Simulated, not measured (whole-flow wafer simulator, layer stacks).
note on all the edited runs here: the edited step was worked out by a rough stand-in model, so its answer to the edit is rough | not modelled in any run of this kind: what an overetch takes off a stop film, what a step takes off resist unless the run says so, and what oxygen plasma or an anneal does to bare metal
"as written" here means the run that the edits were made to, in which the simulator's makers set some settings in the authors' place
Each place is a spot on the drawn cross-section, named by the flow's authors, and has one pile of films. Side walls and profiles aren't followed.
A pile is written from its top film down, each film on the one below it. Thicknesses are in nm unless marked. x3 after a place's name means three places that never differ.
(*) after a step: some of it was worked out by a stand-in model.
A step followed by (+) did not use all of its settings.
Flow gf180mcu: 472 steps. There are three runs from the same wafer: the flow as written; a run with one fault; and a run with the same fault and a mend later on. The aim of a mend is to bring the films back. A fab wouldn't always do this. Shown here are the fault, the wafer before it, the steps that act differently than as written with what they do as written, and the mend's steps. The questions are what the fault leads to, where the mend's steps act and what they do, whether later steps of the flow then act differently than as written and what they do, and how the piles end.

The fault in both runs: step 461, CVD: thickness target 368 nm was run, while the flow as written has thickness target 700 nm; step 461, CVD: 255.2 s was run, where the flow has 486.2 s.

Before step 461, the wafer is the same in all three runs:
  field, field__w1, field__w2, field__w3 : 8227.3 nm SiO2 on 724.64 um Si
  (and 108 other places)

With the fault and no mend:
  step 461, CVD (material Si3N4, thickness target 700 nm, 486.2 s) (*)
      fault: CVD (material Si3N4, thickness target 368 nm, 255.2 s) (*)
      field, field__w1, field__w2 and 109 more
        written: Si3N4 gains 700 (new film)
        fault: Si3N4 gains 367.6 (new film)
  Steps further on in the flow that do not act as written (4 more steps, not shown, differ only slightly: by at most 2% or 0.5 nm, whichever is larger):
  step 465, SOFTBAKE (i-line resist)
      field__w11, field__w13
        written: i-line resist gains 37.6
        fault: i-line resist gains 35.9
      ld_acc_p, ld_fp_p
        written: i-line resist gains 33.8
        fault: i-line resist gains 32
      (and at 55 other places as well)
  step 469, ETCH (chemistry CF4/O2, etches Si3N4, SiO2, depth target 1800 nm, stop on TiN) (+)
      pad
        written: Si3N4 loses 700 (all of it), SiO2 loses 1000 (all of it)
        fault: Si3N4 loses 367.6 (all of it), SiO2 loses 1000 (all of it)
  By the end, the piles at field, field__w1, field__w2 and 108 more depart from the flow's by more than 2% or 0.5 nm, whichever is larger.
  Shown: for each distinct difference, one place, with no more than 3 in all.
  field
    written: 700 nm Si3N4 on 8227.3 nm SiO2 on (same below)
    fault: 367.6 nm Si3N4 on 8227.3 nm SiO2 on (same below)
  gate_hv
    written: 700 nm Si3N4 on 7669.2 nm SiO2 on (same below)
    fault: 367.6 nm Si3N4 on 7669.2 nm SiO2 on (same below)
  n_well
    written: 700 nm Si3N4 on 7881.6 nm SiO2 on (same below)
    fault: 367.6 nm Si3N4 on 7881.6 nm SiO2 on (same below)

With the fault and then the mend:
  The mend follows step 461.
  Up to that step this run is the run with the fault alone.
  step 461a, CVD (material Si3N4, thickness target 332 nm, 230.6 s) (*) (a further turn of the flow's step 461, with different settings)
      field, field__w1, field__w2 and 109 more
        Si3N4 gains 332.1
  Later steps of the flow that are run all act as written at every place that is followed, up to a difference of at most 2% or 0.5 nm, whichever is larger.
  The piles end only slightly different from the flow's at the places that both follow, by no more than 2% or 0.5 nm, whichever is larger.
